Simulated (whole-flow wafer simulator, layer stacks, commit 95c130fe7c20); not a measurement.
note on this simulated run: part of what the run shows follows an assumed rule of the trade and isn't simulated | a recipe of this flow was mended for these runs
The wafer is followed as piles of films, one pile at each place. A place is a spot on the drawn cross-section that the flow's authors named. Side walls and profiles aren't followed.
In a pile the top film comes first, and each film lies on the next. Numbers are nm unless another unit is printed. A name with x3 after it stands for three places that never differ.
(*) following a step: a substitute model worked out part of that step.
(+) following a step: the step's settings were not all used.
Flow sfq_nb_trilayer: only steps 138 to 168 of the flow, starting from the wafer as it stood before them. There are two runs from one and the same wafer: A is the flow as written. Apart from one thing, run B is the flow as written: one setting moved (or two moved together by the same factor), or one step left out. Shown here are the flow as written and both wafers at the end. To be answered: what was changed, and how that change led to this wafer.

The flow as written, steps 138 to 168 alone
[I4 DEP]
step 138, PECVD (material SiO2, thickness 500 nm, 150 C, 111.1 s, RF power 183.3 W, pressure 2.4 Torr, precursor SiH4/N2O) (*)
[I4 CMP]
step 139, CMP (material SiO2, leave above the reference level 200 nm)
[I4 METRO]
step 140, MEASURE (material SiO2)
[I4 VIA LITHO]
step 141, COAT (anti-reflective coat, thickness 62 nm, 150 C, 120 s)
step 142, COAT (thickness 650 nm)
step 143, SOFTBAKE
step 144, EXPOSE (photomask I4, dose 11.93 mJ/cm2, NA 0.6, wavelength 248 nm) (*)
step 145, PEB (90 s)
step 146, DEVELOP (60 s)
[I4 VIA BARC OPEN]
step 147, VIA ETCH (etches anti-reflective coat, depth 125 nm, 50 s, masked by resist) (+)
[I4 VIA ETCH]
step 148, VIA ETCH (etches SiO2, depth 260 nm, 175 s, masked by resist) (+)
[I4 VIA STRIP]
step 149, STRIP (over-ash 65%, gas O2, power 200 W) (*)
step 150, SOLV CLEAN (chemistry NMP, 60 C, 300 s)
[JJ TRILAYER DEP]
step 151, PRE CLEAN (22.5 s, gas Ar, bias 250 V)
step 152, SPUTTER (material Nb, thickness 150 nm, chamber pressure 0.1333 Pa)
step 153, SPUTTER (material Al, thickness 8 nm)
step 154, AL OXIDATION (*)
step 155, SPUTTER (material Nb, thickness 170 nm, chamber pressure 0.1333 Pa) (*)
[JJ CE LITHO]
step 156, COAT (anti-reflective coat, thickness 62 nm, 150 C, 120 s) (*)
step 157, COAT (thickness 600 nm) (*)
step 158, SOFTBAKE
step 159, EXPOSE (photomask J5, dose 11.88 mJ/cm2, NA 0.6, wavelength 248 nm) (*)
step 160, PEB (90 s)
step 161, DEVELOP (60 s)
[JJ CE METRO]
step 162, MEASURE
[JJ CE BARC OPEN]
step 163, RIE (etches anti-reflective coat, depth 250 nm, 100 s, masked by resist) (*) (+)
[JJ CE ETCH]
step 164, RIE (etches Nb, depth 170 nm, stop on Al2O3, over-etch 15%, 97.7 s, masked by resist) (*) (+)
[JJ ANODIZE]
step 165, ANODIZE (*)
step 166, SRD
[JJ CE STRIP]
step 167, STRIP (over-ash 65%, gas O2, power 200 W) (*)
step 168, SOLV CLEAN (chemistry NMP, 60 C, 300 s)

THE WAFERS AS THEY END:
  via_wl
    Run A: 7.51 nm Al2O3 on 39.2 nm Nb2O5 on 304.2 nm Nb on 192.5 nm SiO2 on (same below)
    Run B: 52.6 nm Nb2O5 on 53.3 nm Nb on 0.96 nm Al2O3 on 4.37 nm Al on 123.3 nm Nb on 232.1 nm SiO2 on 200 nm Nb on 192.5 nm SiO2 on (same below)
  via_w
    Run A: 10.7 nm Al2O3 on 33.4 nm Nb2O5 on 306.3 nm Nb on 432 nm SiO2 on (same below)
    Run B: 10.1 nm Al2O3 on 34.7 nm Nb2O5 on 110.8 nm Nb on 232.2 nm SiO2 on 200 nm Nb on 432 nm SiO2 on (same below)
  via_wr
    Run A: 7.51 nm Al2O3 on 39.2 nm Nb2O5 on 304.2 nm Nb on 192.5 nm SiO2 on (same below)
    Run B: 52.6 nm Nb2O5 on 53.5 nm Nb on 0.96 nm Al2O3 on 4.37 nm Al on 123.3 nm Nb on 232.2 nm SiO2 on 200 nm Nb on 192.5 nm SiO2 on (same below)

Cause: step 139, CMP: material SiO2, leave above the reference level 200 nm, was not run.

Step by step, how the change led to this:
  step 141, COAT (anti-reflective coat, thickness 62 nm, 150 C, 120 s)
      v_sur, m0r_line_l x3, m0r_line_r x3: A +62 anti-reflective coat (new film) | B +30.4 anti-reflective coat (new film)
      m0r_space_l, m0r_space_r, m6r_space_l x2, m6r_space_r x2: A +62 anti-reflective coat (new film) | B +107.5 anti-reflective coat (new film)
      (as well as at 81 more places)
  step 142, COAT (thickness 650 nm)
      m0r_line_l x3, m0r_line_r x3: A +650 KrF-resist-other-grade (new film) | B +726.1 KrF-resist-other-grade (new film)
      jj_sur, p3_s0, p3_s3: A +650 KrF-resist-other-grade (new film) | B +676.8 KrF-resist-other-grade (new film)
      (as well as at 78 more places)
  step 146, DEVELOP (60 s)
      via_wl: A -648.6 KrF-resist-other-grade (all of it) | B -584.6 KrF-resist-other-grade (all of it)
      via_w: A -648.6 KrF-resist-other-grade (all of it) | B -586.2 KrF-resist-other-grade (all of it)
      (as well as at 1 more place)
  step 147, VIA ETCH (etches anti-reflective coat, depth 125 nm, 50 s, masked by resist) (+)
      via_wl: A -62 anti-reflective coat (all of it), -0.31 SiO2 | B -53 anti-reflective coat (all of it), -0.36 SiO2
      via_w: A -62 anti-reflective coat (all of it), -0.31 SiO2 | B -59.6 anti-reflective coat (all of it), -0.33 SiO2
      (as well as at 1 more place)
  step 148, VIA ETCH (etches SiO2, depth 260 nm, 175 s, masked by resist) (+)
      via_wl, via_w, via_wr: A -199.7 SiO2 (all of it), -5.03 Nb | B -260 SiO2
  step 149, STRIP (over-ash 65%, gas O2, power 200 W) (*)
      m0r_line_l x3, m0r_line_r x3: A -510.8 KrF-resist-other-grade (all of it), -62 anti-reflective coat (all of it) | B -586.8 KrF-resist-other-grade (all of it), -30.4 anti-reflective coat (all of it)
      m0r_space_l, m0r_space_r, m6r_space_l x2, m6r_space_r x2: A -510.8 KrF-resist-other-grade (all of it), -62 anti-reflective coat (all of it) | B -522.7 KrF-resist-other-grade (all of it), -107.5 anti-reflective coat (all of it)
      (as well as at 83 more places)
  step 151, PRE CLEAN (22.5 s, gas Ar, bias 250 V)
      via_wl, via_w, via_wr: A -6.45 Nb | B -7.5 SiO2
  step 152, SPUTTER (material Nb, thickness 150 nm, chamber pressure 0.1333 Pa)
      via_wl, via_w, via_wr: A +129.8 Nb | B +123.3 Nb (new film)
      lsp_r, l0_sur, l0v: A +150 Nb (new film) | B +141.7 Nb (new film)
      (as well as at 3 more places)
  step 153, SPUTTER (material Al, thickness 8 nm)
      lsp_r, l0_sur, l0v: A +8 Al (new film) | B +7.49 Al (new film)
      be, lsp_l: A +8 Al (new film) | B +7.18 Al (new film)
      (as well as at 1 more place)
  step 155, SPUTTER (material Nb, thickness 170 nm, chamber pressure 0.1333 Pa) (*)
      lsp_r, l0_sur, l0v: A +170 Nb (new film) | B +160.2 Nb (new film)
      via_wl, via_wr: A +139.9 Nb (new film) | B +103.1 Nb (new film)
      (as well as at 4 more places)
  step 156, COAT (anti-reflective coat, thickness 62 nm, 150 C, 120 s) (*)
      m0r_line_l x3, m0r_line_r x3, m5r_line_l, m5r_line_r: A +62 anti-reflective coat (new film) | B +31.6 anti-reflective coat (new film)
      m0r_space_l, m0r_space_r, m6r_space_l x2, m6r_space_r x2: A +62 anti-reflective coat (new film) | B +108.7 anti-reflective coat (new film)
      (as well as at 83 more places)
  step 157, COAT (thickness 600 nm) (*)
      m0r_line_l x3, m0r_line_r x3: A +600 KrF-resist-other-grade (new film) | B +674.7 KrF-resist-other-grade (new film)
      p3_l2, p3_l3: A +600 KrF-resist-other-grade (new film) | B +551.5 KrF-resist-other-grade (new film)
      (as well as at 80 more places)
  step 161, DEVELOP (60 s)
      m0r_line_l x3, m0r_line_r x3: A -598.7 KrF-resist-other-grade (all of it) | B -673.2 KrF-resist-other-grade (all of it)
      p3_l2, p3_l3: A -598.7 KrF-resist-other-grade (all of it) | B -550.3 KrF-resist-other-grade (all of it)
      (as well as at 76 more places)
  step 163, RIE (etches anti-reflective coat, depth 250 nm, 100 s, masked by resist) (*) (+)
      via_wl, via_wr: A -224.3 anti-reflective coat (all of it) | B -250 anti-reflective coat
      m0r_line_l x3, m0r_line_r x3, m5r_line_l, m5r_line_r: A -62 anti-reflective coat (all of it) | B -31.6 anti-reflective coat (all of it)
      (as well as at 83 more places)
  step 164, RIE (etches Nb, depth 170 nm, stop on Al2O3, over-etch 15%, 97.7 s, masked by resist) (*) (+)
      lsp_r, l0_sur, l0v: A -170 Nb (all of it), -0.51 Al2O3 | B -160.2 Nb (all of it), -0.96 Al2O3 (all of it)
      be, lsp_l: A -170 Nb (all of it), -0.51 Al2O3 | B -151.1 Nb (all of it), -0.96 Al2O3 (all of it)
      (as well as at 4 more places)
  step 165, ANODIZE (*)
      lsp_r, l0_sur, l0v: A +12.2 Al2O3, +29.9 Nb2O5 (new film), -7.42 Al (all of it), -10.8 Nb | B +11.4 Al2O3 (new film), +32.3 Nb2O5 (new film), -6.91 Al (all of it), -11.6 Nb
      via_wl, via_wr: A +7.51 Al2O3 (new film), +39.2 Nb2O5 (new film), -4.55 Al (all of it), -14.1 Nb | B +52.6 Nb2O5 (new film), -18.9 Nb
      (as well as at 4 more places)
  step 167, STRIP (over-ash 65%, gas O2, power 200 W) (*)
      ce_l: A -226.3 KrF-resist-other-grade (all of it), -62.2 anti-reflective coat (all of it) | B -245.1 KrF-resist-other-grade (all of it), -69.4 anti-reflective coat (all of it)
      c5j: A -226.5 KrF-resist-other-grade (all of it), -62.2 anti-reflective coat (all of it) | B -245.1 KrF-resist-other-grade (all of it), -69.4 anti-reflective coat (all of it)
      (as well as at 2 more places)
With metal films that touch counted as one body, via_wl has 7 bodies (between them, from the top down: Al2O3 0.96; SiO2 232.1; SiO2 192.5; SiO2 192.5; SiO2 192.5; SiO2 192.5); the flow as written gives 5 bodies (between them, from the top down: SiO2 192.5; SiO2 192.5; SiO2 192.5; SiO2 192.5).
With metal films that touch counted as one body, via_w has 4 bodies (between them, from the top down: SiO2 232.2; SiO2 432; SiO2 423.7); the flow as written gives 3 bodies (between them, from the top down: SiO2 432; SiO2 423.7).
With metal films that touch counted as one body, via_wr has 7 bodies (between them, from the top down: Al2O3 0.96; SiO2 232.2; SiO2 192.5; SiO2 192.5; SiO2 192.5; SiO2 192.5); the flow as written gives 5 bodies (between them, from the top down: SiO2 192.5; SiO2 192.5; SiO2 192.5; SiO2 192.5).
